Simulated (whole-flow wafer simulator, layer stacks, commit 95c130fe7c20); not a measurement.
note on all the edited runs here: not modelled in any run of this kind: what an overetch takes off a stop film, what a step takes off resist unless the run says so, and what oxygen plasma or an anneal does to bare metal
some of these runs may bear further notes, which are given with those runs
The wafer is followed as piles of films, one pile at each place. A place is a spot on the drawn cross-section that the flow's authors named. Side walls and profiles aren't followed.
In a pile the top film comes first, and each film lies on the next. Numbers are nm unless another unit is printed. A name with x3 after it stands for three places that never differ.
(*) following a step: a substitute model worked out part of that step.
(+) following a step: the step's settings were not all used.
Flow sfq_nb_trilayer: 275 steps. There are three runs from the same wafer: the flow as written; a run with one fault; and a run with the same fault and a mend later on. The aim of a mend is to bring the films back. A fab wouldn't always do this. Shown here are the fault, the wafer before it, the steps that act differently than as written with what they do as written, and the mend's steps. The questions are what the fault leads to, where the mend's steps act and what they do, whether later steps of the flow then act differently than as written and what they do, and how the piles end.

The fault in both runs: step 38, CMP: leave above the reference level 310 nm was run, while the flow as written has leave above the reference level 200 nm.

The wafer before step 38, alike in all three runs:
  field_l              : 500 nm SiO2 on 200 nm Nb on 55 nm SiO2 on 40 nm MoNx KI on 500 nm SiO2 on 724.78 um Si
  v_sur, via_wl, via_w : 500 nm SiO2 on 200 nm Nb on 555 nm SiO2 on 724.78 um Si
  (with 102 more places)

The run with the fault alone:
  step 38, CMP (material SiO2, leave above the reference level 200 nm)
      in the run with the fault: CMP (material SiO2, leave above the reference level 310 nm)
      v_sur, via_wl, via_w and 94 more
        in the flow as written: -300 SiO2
        in the run with the fault: -190 SiO2
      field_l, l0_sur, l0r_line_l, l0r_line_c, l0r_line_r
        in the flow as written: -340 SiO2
        in the run with the fault: -230 SiO2
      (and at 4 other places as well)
  Steps later in the flow that act otherwise than as written (not shown: 4 more steps that differ only slightly, by at most 2% or 0.5 nm, whichever is larger):
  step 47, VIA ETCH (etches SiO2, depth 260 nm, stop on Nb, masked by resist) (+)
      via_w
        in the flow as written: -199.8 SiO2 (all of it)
        in the run with the fault: -260 SiO2
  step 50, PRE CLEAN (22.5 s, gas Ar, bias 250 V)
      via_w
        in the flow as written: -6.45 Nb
        in the run with the fault: -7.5 SiO2
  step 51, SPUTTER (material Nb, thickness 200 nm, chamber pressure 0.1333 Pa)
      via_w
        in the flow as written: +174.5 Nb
        in the run with the fault: +163.1 Nb (new film)
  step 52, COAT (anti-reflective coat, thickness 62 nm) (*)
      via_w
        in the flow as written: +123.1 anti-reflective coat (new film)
        in the run with the fault: +136.1 anti-reflective coat (new film)
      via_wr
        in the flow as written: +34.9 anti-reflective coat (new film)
        in the run with the fault: +33.2 anti-reflective coat (new film)
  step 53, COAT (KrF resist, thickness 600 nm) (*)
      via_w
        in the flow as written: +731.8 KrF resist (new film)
        in the run with the fault: +781.6 KrF resist (new film)
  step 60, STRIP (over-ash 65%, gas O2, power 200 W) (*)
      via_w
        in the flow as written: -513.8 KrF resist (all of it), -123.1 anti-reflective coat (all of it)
        in the run with the fault: -563.6 KrF resist (all of it), -136.1 anti-reflective coat (all of it)
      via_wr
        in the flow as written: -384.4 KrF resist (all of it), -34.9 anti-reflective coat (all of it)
        in the run with the fault: -378.6 KrF resist (all of it), -33.2 anti-reflective coat (all of it)
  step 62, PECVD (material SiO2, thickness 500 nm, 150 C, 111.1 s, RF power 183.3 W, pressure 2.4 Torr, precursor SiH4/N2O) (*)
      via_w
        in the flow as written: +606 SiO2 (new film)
        in the run with the fault: +678.7 SiO2 (new film)
  By the end, the piles at field_l, v_sur, via_wl and 103 more depart from the flow's by more than 2% or 0.5 nm, whichever is larger.
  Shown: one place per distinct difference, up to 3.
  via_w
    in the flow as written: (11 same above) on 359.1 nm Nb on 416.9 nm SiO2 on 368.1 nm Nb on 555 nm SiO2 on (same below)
    in the run with the fault: (11 same above) on 359.1 nm Nb on 489.6 nm SiO2 on 163.1 nm Nb on 42.3 nm SiO2 on 200 nm Nb on 555 nm SiO2 on (same below)
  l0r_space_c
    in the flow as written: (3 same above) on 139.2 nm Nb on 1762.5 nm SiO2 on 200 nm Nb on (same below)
    in the run with the fault: (3 same above) on 139.2 nm Nb on 1872.5 nm SiO2 on 200 nm Nb on (same below)
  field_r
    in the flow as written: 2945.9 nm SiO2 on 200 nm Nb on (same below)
    in the run with the fault: 3055.9 nm SiO2 on 200 nm Nb on (same below)

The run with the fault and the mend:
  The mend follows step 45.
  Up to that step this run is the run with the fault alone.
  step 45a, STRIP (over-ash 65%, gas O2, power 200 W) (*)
      field_l, v_sur, via_wl and 102 more
        -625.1 KrF resist (all of it), -62 anti-reflective coat (all of it)
      via_w
        -62 anti-reflective coat (all of it)
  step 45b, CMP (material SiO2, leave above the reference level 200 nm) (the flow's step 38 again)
      field_l, v_sur, via_wl and 103 more
        -110 SiO2
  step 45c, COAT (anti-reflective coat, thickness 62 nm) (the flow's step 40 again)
      field_l, v_sur, via_wl and 103 more
        +62 anti-reflective coat (new film)
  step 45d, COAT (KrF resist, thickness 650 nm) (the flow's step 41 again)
      field_l, v_sur, via_wl and 103 more
        +650 KrF resist (new film)
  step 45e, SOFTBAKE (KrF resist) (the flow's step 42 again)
      leaves every film unchanged at each place that is followed
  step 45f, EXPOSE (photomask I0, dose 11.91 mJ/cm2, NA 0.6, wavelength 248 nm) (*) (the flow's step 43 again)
      leaves every film unchanged at each place that is followed
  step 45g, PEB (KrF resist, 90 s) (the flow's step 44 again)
      field_l, v_sur, via_wl and 103 more
        -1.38 KrF resist
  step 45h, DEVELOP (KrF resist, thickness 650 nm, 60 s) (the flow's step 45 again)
      field_l, v_sur, via_wl and 102 more
        -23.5 KrF resist
      via_w
        -648.6 KrF resist (all of it)
  Every later step of the flow that is run acts as written at every place that is followed.
  At every place that both follow, the piles at the end match the flow's.
